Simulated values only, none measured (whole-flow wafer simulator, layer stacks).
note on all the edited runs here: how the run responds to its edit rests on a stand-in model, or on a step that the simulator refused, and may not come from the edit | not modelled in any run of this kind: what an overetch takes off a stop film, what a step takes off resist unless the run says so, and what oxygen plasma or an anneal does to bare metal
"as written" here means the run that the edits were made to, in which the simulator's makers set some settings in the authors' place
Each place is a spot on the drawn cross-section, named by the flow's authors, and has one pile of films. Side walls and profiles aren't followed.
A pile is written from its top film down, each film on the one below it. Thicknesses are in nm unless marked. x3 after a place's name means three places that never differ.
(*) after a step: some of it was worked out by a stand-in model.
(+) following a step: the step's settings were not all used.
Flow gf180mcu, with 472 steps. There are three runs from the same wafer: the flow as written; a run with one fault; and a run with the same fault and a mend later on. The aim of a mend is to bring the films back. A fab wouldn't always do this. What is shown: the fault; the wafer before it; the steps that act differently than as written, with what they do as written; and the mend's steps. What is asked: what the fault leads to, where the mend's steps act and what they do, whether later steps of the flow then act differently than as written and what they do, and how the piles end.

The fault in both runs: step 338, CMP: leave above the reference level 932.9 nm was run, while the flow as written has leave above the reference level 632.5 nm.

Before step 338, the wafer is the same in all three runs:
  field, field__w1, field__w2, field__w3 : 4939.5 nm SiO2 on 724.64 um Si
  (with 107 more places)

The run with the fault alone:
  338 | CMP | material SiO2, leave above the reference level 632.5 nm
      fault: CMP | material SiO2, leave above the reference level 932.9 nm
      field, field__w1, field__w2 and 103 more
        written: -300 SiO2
        fault: nothing
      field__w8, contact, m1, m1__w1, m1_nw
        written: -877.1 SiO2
        fault: -576.7 SiO2
  Steps further on in the flow that do not act as written (not shown: 6 more steps that differ only slightly, by at most 2% or 0.5 nm, whichever is larger):
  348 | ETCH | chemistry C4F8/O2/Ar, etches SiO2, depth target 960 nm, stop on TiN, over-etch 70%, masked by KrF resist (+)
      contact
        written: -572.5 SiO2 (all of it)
        fault: -872.9 SiO2 (all of it)
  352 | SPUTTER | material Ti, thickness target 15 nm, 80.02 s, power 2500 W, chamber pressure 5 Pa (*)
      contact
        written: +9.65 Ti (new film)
        fault: +8.11 Ti (new film)
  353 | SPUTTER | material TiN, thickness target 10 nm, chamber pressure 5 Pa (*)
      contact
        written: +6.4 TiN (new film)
        fault: +5.38 TiN (new film)
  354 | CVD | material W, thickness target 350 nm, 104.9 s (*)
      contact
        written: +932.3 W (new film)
        fault: +1234.8 W (new film)
  The piles end different from the flow's at field, field__w1, field__w2 and 109 more by more than 2% or 0.5 nm, whichever is larger.
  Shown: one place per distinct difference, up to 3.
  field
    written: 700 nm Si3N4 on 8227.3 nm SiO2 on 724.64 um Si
    fault: 700 nm Si3N4 on 8527.3 nm SiO2 on 724.64 um Si
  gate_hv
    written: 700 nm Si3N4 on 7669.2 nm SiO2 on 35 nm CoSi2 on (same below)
    fault: 700 nm Si3N4 on 7969.2 nm SiO2 on 35 nm CoSi2 on (same below)
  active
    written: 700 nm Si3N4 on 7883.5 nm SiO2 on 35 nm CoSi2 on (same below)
    fault: 700 nm Si3N4 on 8183.5 nm SiO2 on 35 nm CoSi2 on (same below)

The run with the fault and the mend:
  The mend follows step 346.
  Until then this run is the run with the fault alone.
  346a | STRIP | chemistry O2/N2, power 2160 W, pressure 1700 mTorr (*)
      field__w1, field__w2, field__w3 and 97 more
        -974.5 KrF resist (all of it), -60 anti-reflective coat (all of it)
      n_well, polyc_p, polyc_p_rim, sti_nw
        -974.5 KrF resist (all of it), -60.1 anti-reflective coat (all of it)
      field
        -974.4 KrF resist (all of it), -60.1 anti-reflective coat (all of it)
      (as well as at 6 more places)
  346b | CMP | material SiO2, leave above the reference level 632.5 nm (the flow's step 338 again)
      field, field__w1, field__w2 and 103 more
        -300 SiO2
      field__w8, contact, m1, m1__w1, m1_nw
        -300.4 SiO2
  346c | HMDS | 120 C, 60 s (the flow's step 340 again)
      leaves every film unchanged at each place that is followed
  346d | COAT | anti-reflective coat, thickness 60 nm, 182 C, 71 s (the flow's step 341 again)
      field, field__w1, field__w2 and 108 more
        +60 anti-reflective coat (new film)
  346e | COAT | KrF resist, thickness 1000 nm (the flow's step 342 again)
      field, field__w1, field__w2 and 108 more
        +1000 KrF resist (new film)
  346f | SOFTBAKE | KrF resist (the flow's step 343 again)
      leaves every film unchanged at each place that is followed
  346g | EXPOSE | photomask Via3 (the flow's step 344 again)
      leaves every film unchanged at each place that is followed
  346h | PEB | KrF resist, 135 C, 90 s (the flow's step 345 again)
      field, field__w1, field__w2 and 108 more
        -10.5 KrF resist
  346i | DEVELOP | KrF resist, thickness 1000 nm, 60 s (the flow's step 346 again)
      field, field__w1, field__w2 and 107 more
        -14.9 KrF resist
      contact
        -989.5 KrF resist (all of it)
  Later steps of the flow that are run all act as written at every place that is followed.
  At every place that both follow, the piles at the end match the flow's.
